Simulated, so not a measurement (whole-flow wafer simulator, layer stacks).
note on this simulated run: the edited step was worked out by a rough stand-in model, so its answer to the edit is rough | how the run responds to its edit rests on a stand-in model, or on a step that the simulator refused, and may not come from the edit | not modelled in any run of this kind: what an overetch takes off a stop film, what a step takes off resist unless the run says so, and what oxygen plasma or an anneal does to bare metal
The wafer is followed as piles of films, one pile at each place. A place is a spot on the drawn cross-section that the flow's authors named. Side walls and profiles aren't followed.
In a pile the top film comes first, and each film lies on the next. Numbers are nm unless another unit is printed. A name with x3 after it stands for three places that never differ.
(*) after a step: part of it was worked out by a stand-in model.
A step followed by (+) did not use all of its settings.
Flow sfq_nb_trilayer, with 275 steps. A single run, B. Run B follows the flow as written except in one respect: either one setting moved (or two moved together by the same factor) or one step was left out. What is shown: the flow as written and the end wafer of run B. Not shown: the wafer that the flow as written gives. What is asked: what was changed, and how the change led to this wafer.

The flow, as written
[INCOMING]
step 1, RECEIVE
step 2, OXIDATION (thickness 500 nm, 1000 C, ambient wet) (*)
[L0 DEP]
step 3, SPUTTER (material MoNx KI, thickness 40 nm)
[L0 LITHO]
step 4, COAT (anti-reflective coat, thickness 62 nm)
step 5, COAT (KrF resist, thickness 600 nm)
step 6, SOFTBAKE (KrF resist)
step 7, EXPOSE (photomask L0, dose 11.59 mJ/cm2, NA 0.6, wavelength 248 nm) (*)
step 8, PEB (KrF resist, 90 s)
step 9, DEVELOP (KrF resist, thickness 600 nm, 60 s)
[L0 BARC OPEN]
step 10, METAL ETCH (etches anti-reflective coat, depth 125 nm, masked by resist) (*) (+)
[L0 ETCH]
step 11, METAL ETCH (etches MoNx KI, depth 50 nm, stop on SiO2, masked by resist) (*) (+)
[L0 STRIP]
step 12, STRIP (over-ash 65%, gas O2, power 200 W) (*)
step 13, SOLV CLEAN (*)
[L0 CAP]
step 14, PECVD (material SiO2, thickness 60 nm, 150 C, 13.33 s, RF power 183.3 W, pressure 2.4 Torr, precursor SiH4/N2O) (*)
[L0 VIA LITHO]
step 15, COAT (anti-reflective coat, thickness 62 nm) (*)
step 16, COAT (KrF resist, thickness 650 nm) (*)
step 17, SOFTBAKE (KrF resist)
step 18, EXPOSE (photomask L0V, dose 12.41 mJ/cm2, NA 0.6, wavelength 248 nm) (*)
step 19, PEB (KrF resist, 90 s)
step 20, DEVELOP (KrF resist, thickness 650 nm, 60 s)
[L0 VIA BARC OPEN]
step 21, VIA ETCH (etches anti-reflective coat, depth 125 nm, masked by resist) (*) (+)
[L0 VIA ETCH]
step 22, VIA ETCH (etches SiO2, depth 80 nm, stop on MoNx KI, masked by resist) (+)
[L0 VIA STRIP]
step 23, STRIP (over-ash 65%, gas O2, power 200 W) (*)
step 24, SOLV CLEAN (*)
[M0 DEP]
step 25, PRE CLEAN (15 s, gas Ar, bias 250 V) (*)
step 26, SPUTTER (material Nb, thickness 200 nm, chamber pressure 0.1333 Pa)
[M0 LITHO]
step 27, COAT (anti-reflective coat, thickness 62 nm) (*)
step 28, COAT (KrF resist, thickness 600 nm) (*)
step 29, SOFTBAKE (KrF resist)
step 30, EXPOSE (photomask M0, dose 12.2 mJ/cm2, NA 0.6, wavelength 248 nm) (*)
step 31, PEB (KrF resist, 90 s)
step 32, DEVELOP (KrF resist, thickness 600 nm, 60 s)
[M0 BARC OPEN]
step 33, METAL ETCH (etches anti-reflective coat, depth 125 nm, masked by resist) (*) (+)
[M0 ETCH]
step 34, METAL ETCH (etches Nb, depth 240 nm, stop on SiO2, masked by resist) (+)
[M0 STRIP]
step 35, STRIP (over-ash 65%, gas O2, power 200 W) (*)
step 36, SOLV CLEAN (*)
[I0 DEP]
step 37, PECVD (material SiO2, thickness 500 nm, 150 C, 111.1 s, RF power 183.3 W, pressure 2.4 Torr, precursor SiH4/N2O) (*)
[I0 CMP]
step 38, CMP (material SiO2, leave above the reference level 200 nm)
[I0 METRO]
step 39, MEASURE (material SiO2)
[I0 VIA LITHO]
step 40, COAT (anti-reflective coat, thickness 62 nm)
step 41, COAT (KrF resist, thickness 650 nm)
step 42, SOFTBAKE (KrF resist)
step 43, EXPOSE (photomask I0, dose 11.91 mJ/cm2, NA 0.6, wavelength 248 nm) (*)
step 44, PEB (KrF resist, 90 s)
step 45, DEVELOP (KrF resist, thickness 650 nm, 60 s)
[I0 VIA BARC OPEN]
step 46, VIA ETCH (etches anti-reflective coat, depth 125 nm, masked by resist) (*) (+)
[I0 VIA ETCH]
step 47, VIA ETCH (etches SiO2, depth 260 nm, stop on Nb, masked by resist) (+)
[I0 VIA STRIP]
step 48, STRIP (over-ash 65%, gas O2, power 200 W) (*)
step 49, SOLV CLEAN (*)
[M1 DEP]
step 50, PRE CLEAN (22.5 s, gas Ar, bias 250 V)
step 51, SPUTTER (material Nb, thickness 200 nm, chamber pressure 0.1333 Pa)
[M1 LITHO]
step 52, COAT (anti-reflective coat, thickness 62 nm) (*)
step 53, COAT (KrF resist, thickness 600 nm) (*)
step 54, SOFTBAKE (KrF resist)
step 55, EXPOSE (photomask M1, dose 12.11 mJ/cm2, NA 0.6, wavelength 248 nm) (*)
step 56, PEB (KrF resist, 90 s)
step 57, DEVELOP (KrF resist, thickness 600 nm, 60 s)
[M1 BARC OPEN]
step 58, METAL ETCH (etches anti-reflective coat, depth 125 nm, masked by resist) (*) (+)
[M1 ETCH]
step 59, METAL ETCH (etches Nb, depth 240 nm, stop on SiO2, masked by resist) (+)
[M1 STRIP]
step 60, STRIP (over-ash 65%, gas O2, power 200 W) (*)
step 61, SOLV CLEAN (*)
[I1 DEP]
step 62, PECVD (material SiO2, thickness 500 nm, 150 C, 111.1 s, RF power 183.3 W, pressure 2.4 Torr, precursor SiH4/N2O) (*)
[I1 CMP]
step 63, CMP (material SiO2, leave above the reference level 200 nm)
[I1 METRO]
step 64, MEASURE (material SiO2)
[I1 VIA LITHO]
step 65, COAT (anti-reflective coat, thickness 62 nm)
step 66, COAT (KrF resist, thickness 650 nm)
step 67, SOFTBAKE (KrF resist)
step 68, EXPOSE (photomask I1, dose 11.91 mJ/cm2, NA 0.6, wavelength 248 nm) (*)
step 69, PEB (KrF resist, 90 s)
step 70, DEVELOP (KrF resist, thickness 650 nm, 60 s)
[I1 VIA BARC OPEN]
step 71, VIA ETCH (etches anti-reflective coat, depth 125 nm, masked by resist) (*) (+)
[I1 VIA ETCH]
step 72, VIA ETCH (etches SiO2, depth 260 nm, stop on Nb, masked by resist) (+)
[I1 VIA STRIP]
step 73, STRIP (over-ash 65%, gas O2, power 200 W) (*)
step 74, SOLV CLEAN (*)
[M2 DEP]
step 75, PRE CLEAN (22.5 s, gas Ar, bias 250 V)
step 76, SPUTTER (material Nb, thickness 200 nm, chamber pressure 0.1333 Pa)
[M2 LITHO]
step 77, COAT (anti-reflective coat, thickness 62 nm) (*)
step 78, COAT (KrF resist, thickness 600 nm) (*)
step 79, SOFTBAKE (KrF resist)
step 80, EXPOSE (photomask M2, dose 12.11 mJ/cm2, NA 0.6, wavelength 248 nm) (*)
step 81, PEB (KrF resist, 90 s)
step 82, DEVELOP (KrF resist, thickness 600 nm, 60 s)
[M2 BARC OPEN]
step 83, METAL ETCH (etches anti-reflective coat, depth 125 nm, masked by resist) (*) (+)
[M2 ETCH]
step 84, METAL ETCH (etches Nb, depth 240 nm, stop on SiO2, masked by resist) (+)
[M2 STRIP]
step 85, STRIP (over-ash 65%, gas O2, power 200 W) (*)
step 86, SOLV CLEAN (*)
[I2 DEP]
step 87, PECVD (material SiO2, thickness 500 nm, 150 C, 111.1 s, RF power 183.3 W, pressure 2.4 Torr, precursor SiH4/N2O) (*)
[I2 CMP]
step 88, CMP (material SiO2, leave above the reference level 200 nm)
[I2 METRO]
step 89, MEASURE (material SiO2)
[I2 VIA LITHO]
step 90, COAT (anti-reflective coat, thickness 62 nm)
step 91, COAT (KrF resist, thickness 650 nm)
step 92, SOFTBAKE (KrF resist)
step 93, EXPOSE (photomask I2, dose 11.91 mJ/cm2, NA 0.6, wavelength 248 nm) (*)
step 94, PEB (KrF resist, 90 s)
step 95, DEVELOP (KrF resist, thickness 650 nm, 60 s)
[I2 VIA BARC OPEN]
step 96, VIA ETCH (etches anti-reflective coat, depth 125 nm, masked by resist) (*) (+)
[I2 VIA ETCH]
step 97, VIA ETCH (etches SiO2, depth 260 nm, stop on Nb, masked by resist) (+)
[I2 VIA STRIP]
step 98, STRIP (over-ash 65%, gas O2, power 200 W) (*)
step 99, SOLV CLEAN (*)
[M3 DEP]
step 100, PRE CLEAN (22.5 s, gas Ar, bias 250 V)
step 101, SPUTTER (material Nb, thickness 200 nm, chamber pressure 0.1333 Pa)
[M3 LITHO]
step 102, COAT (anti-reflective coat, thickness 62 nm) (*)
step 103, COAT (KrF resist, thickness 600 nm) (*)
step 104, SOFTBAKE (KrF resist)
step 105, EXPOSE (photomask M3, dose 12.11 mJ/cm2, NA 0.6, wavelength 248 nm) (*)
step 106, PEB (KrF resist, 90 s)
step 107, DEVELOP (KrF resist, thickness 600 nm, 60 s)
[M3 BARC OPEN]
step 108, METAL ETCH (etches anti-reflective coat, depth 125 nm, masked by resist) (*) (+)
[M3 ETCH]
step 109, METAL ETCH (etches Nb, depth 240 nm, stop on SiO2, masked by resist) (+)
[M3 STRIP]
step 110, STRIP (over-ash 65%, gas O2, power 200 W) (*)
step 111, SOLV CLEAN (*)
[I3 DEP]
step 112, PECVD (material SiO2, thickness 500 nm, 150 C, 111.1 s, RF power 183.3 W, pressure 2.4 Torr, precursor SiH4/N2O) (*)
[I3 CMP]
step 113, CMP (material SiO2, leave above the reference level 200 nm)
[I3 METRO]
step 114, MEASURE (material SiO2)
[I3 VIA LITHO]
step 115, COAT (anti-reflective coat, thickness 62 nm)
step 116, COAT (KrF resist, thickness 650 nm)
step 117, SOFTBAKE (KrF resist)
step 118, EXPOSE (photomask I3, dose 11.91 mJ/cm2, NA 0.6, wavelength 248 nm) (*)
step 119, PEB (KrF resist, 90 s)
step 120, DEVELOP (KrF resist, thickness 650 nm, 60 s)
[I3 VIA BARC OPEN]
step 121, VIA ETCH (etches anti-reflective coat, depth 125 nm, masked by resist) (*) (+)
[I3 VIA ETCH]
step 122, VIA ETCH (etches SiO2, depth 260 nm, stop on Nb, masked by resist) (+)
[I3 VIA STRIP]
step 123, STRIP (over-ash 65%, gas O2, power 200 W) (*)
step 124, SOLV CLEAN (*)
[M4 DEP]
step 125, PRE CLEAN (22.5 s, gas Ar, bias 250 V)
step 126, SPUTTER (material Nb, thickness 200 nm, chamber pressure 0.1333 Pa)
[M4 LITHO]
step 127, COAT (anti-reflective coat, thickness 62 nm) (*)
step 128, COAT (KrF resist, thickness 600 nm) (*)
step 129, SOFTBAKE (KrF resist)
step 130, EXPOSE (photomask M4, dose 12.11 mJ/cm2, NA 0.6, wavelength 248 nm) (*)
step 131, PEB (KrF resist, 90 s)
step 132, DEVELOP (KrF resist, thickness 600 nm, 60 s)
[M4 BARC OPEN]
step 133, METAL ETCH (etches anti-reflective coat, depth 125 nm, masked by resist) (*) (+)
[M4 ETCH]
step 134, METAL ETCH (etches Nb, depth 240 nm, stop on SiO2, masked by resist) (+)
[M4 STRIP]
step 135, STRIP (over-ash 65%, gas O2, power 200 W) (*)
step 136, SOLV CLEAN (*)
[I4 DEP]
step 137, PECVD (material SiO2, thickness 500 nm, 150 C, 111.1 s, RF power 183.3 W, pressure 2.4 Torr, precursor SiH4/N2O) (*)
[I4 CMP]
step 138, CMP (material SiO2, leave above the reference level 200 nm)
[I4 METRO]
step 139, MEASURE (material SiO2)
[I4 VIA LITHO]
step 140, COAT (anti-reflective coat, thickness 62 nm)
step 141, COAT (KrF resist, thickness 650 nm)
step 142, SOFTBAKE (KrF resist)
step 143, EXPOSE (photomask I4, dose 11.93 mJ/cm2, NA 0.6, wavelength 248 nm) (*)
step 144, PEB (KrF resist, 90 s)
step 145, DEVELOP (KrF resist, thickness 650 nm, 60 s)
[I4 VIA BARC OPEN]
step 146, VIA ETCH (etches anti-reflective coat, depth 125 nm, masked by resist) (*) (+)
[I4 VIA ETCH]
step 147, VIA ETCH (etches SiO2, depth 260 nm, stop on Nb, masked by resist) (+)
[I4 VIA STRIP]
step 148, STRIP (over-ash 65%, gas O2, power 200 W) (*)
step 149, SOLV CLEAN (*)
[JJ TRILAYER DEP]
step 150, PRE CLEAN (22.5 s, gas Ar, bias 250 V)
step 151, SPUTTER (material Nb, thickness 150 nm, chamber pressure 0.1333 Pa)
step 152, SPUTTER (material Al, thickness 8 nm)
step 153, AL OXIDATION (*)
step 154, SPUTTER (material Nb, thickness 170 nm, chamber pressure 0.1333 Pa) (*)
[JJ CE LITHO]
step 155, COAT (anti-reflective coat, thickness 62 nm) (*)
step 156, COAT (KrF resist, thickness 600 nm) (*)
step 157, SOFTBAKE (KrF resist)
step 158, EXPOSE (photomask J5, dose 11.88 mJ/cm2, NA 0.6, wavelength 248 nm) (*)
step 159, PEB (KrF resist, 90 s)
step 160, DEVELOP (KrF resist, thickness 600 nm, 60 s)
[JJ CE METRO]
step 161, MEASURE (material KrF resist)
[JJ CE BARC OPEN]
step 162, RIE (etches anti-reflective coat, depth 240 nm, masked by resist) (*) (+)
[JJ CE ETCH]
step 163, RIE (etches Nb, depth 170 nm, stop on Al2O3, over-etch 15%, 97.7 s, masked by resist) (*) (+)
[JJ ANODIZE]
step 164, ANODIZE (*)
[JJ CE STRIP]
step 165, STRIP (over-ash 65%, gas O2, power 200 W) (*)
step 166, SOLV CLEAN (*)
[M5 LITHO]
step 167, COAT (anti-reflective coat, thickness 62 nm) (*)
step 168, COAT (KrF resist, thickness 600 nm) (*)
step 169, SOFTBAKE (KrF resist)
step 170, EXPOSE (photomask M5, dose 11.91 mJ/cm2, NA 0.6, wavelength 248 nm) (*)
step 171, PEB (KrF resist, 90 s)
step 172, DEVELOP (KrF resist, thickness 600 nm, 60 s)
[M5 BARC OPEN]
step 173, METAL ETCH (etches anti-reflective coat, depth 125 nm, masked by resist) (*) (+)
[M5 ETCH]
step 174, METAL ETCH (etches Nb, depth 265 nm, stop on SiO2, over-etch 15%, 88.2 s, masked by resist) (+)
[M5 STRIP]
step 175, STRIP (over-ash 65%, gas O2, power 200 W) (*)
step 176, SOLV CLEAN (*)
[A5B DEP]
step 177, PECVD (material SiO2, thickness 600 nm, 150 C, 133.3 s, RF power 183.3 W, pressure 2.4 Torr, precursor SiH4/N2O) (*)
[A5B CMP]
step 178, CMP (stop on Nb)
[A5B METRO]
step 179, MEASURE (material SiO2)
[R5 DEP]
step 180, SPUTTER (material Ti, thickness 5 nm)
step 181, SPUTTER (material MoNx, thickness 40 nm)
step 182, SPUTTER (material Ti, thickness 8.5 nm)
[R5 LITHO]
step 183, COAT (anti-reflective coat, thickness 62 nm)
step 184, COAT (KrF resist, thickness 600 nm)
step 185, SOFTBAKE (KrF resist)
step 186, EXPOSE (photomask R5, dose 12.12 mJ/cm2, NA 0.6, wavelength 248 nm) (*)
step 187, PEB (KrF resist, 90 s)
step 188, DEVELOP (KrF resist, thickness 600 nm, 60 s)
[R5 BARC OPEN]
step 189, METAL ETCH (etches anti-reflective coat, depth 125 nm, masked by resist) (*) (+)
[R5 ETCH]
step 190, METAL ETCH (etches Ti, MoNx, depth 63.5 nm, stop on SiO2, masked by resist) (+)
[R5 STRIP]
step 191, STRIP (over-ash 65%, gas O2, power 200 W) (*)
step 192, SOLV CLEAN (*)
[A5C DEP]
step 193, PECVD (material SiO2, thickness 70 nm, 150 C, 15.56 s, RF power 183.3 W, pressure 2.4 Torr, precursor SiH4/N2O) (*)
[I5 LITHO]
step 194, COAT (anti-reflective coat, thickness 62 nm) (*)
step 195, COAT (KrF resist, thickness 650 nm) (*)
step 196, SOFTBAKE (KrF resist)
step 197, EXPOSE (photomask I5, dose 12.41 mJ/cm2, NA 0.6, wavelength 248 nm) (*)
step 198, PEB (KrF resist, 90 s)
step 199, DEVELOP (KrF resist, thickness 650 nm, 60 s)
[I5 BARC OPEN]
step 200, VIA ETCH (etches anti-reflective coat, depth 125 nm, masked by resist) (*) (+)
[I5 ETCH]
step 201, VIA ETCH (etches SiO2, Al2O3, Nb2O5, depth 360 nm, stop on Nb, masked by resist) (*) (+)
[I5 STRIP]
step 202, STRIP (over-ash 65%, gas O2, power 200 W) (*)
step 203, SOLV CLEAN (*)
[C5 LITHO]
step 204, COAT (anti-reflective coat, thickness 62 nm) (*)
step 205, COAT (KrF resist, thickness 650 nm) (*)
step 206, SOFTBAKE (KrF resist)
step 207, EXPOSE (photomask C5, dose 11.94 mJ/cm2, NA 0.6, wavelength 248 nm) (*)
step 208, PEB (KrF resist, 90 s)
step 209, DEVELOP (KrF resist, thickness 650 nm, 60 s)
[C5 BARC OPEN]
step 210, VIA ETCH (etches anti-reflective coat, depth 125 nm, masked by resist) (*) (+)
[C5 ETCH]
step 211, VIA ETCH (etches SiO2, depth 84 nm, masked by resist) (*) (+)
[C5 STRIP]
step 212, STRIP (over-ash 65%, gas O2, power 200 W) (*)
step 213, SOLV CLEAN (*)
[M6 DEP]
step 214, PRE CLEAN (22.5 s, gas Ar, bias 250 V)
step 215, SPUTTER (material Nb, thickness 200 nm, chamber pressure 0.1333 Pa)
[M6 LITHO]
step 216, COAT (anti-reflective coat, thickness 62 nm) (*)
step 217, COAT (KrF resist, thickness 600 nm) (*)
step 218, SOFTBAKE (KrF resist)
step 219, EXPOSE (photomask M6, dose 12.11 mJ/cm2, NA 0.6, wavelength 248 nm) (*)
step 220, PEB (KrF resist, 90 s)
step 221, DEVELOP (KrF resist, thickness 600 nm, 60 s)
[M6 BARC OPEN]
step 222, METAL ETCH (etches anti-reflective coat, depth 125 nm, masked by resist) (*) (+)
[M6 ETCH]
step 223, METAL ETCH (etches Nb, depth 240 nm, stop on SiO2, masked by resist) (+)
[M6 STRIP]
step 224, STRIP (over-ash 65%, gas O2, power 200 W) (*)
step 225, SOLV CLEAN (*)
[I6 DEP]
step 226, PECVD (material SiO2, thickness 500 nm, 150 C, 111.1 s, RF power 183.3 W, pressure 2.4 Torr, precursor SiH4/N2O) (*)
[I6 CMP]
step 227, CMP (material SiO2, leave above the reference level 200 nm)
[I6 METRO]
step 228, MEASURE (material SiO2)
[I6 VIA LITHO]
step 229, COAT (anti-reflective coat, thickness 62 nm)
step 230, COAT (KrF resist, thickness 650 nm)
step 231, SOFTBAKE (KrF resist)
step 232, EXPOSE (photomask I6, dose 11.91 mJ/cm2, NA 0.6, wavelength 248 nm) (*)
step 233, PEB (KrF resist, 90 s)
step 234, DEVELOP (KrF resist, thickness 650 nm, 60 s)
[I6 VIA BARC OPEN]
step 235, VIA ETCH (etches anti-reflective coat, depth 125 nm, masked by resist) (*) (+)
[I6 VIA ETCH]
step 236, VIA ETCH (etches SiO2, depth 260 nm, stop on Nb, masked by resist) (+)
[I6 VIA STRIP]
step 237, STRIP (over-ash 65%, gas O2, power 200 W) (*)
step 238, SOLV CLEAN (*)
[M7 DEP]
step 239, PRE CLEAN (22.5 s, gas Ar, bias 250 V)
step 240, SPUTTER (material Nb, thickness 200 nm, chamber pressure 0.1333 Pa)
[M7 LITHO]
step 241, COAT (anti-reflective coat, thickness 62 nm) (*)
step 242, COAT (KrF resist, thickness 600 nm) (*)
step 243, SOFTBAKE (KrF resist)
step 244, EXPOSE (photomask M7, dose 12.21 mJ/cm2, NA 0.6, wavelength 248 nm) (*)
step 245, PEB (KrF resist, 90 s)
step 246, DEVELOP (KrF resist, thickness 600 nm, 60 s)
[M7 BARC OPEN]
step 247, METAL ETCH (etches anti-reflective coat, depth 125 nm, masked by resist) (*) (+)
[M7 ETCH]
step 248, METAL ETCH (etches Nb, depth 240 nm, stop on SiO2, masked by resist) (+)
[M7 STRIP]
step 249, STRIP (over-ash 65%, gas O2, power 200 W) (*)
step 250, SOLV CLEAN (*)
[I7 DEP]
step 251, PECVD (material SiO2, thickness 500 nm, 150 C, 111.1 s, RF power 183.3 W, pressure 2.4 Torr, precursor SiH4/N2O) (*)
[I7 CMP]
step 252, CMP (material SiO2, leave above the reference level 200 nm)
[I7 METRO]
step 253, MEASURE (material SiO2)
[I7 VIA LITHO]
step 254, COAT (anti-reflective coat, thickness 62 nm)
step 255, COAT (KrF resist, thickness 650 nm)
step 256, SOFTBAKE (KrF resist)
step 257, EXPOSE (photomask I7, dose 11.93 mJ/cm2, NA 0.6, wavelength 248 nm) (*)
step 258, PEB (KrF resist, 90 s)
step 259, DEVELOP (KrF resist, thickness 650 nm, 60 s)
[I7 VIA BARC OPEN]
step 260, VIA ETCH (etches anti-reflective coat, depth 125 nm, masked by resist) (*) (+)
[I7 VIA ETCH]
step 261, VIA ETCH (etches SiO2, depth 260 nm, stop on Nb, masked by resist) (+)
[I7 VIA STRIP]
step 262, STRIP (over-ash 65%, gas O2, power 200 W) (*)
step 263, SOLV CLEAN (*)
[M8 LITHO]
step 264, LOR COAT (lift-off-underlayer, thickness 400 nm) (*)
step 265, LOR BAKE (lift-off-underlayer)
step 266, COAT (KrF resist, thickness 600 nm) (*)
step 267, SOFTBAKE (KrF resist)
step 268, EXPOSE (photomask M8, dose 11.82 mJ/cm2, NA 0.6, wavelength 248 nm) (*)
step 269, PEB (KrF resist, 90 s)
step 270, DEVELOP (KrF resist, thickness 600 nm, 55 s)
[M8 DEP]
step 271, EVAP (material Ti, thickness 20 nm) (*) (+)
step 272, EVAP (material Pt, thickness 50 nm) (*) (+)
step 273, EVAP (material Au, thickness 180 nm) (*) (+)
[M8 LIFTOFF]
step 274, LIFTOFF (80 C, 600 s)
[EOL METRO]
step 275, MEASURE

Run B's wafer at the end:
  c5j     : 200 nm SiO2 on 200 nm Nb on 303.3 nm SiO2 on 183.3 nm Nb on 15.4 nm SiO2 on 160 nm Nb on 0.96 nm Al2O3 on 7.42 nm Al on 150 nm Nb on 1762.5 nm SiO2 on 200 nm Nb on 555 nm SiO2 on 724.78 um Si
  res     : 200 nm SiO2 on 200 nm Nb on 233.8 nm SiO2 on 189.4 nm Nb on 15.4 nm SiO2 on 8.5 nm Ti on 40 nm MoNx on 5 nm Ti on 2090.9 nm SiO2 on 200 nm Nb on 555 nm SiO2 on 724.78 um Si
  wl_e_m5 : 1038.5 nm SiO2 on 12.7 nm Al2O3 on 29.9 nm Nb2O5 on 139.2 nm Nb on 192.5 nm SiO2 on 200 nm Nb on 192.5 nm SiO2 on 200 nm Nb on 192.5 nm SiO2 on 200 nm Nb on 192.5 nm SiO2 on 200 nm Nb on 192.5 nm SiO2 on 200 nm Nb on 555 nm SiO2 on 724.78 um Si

The reason: step 193, PECVD: thickness 107 nm was run, while the flow as written has thickness 70 nm; step 193, PECVD: 23.8 s was run, where the flow has 15.56 s.

Step by step, how the change led to this:
  step 193, PECVD (material SiO2, thickness 70 nm, 150 C, 15.56 s, RF power 183.3 W, pressure 2.4 Torr, precursor SiH4/N2O) (*)
      field_l, v_sur, via_wl and 92 more: +107 SiO2 (in the flow as written it would be: +70 SiO2)
      ce_l, c5j, ce_r and 8 more: +107 SiO2 (new film) (in the flow as written it would be: +70 SiO2 (new film))
  step 201, VIA ETCH (etches SiO2, Al2O3, Nb2O5, depth 360 nm, stop on Nb, masked by resist) (*) (+)
      be: -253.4 SiO2 (all of it), -12.7 Al2O3 (all of it), -29.9 Nb2O5 (all of it) (in the flow as written it would be: -216.4 SiO2 (all of it), -12.7 Al2O3 (all of it), -29.9 Nb2O5 (all of it))
  step 204, COAT (anti-reflective coat, thickness 62 nm) (*)
      wire: +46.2 anti-reflective coat (new film) (in the flow as written it would be: +47.4 anti-reflective coat (new film))
      be: +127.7 anti-reflective coat (new film) (in the flow as written it would be: +122.2 anti-reflective coat (new film))
      (also at 1 further place)
  step 205, COAT (KrF resist, thickness 650 nm) (*)
      be: +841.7 KrF resist (new film) (in the flow as written it would be: +815.3 KrF resist (new film))
  step 211, VIA ETCH (etches SiO2, depth 84 nm, masked by resist) (*) (+)
      c5j: -84 SiO2 (in the flow as written it would be: -69.9 SiO2 (all of it), -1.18 Nb)
      res: -84 SiO2 (in the flow as written it would be: -69.9 SiO2 (all of it))
  step 212, STRIP (over-ash 65%, gas O2, power 200 W) (*)
      wire: -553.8 KrF resist (all of it), -46.2 anti-reflective coat (all of it) (in the flow as written it would be: -555.8 KrF resist (all of it), -47.4 anti-reflective coat (all of it))
      be: -754.6 KrF resist (all of it), -127.7 anti-reflective coat (all of it) (in the flow as written it would be: -728.2 KrF resist (all of it), -122.2 anti-reflective coat (all of it))
      (also at 1 further place)
  step 214, PRE CLEAN (22.5 s, gas Ar, bias 250 V)
      c5j: -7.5 SiO2 (in the flow as written it would be: -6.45 Nb)
      res: -7.5 SiO2 (in the flow as written it would be: -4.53 Ti)
  step 215, SPUTTER (material Nb, thickness 200 nm, chamber pressure 0.1333 Pa)
      c5j: +183.3 Nb (new film) (in the flow as written it would be: +188.4 Nb)
      be: +139.2 Nb (in the flow as written it would be: +147.3 Nb)
  step 216, COAT (anti-reflective coat, thickness 62 nm) (*)
      wire: +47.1 anti-reflective coat (new film) (in the flow as written it would be: +48.3 anti-reflective coat (new film))
      be: +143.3 anti-reflective coat (new film) (in the flow as written it would be: +136.7 anti-reflective coat (new film))
      (also at 6 further places)
  step 217, COAT (KrF resist, thickness 600 nm) (*)
      be: +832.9 KrF resist (new film) (in the flow as written it would be: +793.9 KrF resist (new film))
  step 224, STRIP (over-ash 65%, gas O2, power 200 W) (*)
      wire: -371 KrF resist (all of it), -47.1 anti-reflective coat (all of it) (in the flow as written it would be: -369.8 KrF resist (all of it), -48.3 anti-reflective coat (all of it))
      be: -614.7 KrF resist (all of it), -143.3 anti-reflective coat (all of it) (in the flow as written it would be: -575.8 KrF resist (all of it), -136.7 anti-reflective coat (all of it))
      (also at 6 further places)
  step 226, PECVD (material SiO2, thickness 500 nm, 150 C, 111.1 s, RF power 183.3 W, pressure 2.4 Torr, precursor SiH4/N2O) (*)
      be: +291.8 SiO2 (new film), +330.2 void (new film), +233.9 SiO2 (new film) (in the flow as written it would be: +693.5 SiO2 (new film))
      c5j: +533.8 SiO2 (new film) (in the flow as written it would be: +514.7 SiO2 (new film))
  step 227, CMP (material SiO2, leave above the reference level 200 nm)
      be: -291.8 SiO2 (all of it), -330.2 void (all of it) (in the flow as written it would be: -182.7 SiO2)
      res: -258.7 SiO2 (in the flow as written it would be: -279.4 SiO2)
  step 229, COAT (anti-reflective coat, thickness 62 nm)
      via_v, jj_sur: +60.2 anti-reflective coat (new film) (in the flow as written it would be: +62 anti-reflective coat (new film))
      via_sp: +60.6 anti-reflective coat (new film) (in the flow as written it would be: +62 anti-reflective coat (new film))
      (also at 6 further places)
  step 230, COAT (KrF resist, thickness 650 nm)
      be: +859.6 KrF resist (new film) (in the flow as written it would be: +650 KrF resist (new film))
      gap: +636.1 KrF resist (new film) (in the flow as written it would be: +650 KrF resist (new film))
  step 233, PEB (KrF resist, 90 s)
      be: -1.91 KrF resist (in the flow as written it would be: -1.38 KrF resist)
  ... another 15 steps ...
  step 274, LIFTOFF (80 C, 600 s)
      be: -180 Au (all of it), -50 Pt (all of it), -20 Ti (all of it), -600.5 KrF resist (all of it), -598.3 lift-off-underlayer (all of it) (in the flow as written it would be: -180 Au (all of it), -50 Pt (all of it), -20 Ti (all of it), -572.1 KrF resist (all of it), -398.5 lift-off-underlayer (all of it))
      be_sur: -180 Au (all of it), -50 Pt (all of it), -20 Ti (all of it), -582.7 KrF resist (all of it), -376.4 lift-off-underlayer (all of it) (in the flow as written it would be: -180 Au (all of it), -50 Pt (all of it), -20 Ti (all of it), -572.6 KrF resist (all of it), -398.9 lift-off-underlayer (all of it))
Taking metal films that touch as one body, c5j has 5 bodies (between them, from the top down: SiO2 303.3; SiO2 15.4; Al2O3 0.96; SiO2 1762.5); the flow as written gives 4 bodies (between them, from the top down: SiO2 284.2; Al2O3 0.96; SiO2 1762.5).
Taking metal films that touch as one body, res has 4 bodies (between them, from the top down: SiO2 233.8; SiO2 15.4; SiO2 2090.9); the flow as written gives 3 bodies (between them, from the top down: SiO2 213.1; SiO2 2090.9).
